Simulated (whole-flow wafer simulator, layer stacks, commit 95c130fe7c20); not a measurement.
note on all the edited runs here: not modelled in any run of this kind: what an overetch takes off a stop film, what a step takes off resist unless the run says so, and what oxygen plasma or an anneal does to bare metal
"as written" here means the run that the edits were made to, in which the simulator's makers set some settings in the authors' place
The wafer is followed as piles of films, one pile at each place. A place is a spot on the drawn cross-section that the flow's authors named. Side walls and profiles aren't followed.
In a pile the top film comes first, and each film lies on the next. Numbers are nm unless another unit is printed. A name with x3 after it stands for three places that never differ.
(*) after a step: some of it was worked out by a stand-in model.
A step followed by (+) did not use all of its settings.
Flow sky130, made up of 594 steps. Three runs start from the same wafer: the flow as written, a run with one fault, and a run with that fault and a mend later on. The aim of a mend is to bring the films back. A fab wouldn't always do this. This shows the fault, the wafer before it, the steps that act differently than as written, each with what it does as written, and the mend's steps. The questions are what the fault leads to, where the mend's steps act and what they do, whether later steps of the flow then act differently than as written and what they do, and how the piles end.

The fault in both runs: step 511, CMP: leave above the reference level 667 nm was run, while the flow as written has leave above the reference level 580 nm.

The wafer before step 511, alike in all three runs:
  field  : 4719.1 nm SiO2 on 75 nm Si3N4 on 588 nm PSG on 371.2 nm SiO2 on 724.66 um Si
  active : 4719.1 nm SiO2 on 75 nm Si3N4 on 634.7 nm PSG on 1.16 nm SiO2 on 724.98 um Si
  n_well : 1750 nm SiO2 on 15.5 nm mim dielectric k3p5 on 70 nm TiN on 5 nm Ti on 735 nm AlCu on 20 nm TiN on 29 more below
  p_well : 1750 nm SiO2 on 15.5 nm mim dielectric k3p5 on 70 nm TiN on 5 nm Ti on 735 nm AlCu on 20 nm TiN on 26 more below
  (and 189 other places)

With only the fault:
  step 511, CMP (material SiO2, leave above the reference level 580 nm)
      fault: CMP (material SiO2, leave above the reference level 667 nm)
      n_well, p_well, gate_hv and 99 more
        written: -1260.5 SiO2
        fault: -1173.5 SiO2
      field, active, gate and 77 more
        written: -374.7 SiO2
        fault: -287.7 SiO2
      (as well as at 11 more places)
  Steps further on in the flow that do not act as written:
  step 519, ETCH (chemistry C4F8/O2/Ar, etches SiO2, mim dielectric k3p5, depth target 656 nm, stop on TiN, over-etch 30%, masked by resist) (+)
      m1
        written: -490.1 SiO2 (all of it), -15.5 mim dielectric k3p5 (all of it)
        fault: -577.1 SiO2 (all of it), -15.5 mim dielectric k3p5 (all of it)
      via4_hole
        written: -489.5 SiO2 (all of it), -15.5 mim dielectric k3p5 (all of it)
        fault: -576.5 SiO2 (all of it), -15.5 mim dielectric k3p5 (all of it)
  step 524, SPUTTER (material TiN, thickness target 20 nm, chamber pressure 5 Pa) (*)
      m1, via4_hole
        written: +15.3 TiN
        fault: +14.7 TiN
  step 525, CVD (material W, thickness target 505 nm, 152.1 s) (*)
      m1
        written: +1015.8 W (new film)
        fault: +1103.3 W (new film)
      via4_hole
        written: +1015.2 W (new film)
        fault: +1102.7 W (new film)
  By the end, the piles at n_well, p_well, gate_hv and 120 more depart from the flow's by more than 2% or 0.5 nm, whichever is larger.
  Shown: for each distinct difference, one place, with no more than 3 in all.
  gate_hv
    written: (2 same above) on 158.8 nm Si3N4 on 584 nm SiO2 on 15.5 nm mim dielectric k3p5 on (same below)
    fault: (2 same above) on 158.8 nm Si3N4 on 671 nm SiO2 on 15.5 nm mim dielectric k3p5 on (same below)
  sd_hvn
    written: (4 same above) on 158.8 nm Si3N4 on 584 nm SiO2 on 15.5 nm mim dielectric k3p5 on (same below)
    fault: (4 same above) on 158.8 nm Si3N4 on 671 nm SiO2 on 15.5 nm mim dielectric k3p5 on (same below)
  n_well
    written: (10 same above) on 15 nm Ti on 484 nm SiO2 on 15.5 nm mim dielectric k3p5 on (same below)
    fault: (10 same above) on 15 nm Ti on 571 nm SiO2 on 15.5 nm mim dielectric k3p5 on (same below)

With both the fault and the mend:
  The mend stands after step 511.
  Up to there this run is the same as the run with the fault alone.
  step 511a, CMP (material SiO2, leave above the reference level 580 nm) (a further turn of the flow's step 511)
      field, active, n_well and 190 more
        -87 SiO2
  Later steps of the flow that are run all act as written at every place that is followed.
  The piles end the same as the flow's at every place that both follow.
